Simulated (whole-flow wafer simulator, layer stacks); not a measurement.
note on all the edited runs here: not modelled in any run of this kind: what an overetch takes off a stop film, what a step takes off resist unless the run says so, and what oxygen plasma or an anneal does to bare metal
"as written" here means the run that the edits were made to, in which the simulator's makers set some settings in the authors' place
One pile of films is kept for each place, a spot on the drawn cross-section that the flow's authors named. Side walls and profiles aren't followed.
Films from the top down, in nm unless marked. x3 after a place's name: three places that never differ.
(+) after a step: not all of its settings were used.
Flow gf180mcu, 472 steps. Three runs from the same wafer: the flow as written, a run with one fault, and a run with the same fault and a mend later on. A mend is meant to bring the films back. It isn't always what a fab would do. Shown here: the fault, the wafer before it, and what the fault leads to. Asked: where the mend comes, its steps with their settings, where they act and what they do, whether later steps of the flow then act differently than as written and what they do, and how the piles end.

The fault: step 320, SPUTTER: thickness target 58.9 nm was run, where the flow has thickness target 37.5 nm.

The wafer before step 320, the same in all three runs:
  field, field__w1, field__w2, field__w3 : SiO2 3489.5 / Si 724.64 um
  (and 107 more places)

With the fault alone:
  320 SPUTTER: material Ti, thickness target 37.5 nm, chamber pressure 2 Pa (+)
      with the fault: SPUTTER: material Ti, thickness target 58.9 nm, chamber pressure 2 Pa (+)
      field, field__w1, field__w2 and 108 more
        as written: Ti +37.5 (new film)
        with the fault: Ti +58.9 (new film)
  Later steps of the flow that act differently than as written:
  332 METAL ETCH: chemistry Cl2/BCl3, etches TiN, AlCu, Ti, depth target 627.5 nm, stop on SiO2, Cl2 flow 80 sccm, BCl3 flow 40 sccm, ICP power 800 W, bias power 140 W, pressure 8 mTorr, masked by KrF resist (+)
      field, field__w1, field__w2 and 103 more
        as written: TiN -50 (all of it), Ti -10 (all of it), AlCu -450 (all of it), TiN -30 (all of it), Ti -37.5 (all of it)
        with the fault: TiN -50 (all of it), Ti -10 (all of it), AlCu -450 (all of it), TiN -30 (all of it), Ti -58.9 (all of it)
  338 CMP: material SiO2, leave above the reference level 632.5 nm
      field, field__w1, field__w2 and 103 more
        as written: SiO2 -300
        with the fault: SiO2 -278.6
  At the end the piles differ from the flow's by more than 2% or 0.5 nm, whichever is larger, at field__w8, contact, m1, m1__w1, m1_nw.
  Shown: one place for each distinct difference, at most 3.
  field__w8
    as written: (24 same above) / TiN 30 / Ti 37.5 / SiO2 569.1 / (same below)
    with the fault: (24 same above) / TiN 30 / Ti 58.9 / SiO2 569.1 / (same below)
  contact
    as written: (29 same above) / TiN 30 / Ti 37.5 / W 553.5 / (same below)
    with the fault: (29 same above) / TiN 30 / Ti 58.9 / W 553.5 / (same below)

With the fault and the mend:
  The mend comes after step 320.
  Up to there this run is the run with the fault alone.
  320a METAL ETCH: chemistry Cl2/BCl3, etches TiN, AlCu, Ti, depth target 21.4 nm, Cl2 flow 80 sccm, BCl3 flow 40 sccm, ICP power 800 W, bias power 140 W, pressure 8 mTorr (the flow's step 260 once more, with other settings)
      field, field__w1, field__w2 and 108 more
        Ti -21.4
  No later step of the flow acts differently than as written at any place that is followed.
  At the end the piles are the same as the flow's at every place that both follow.
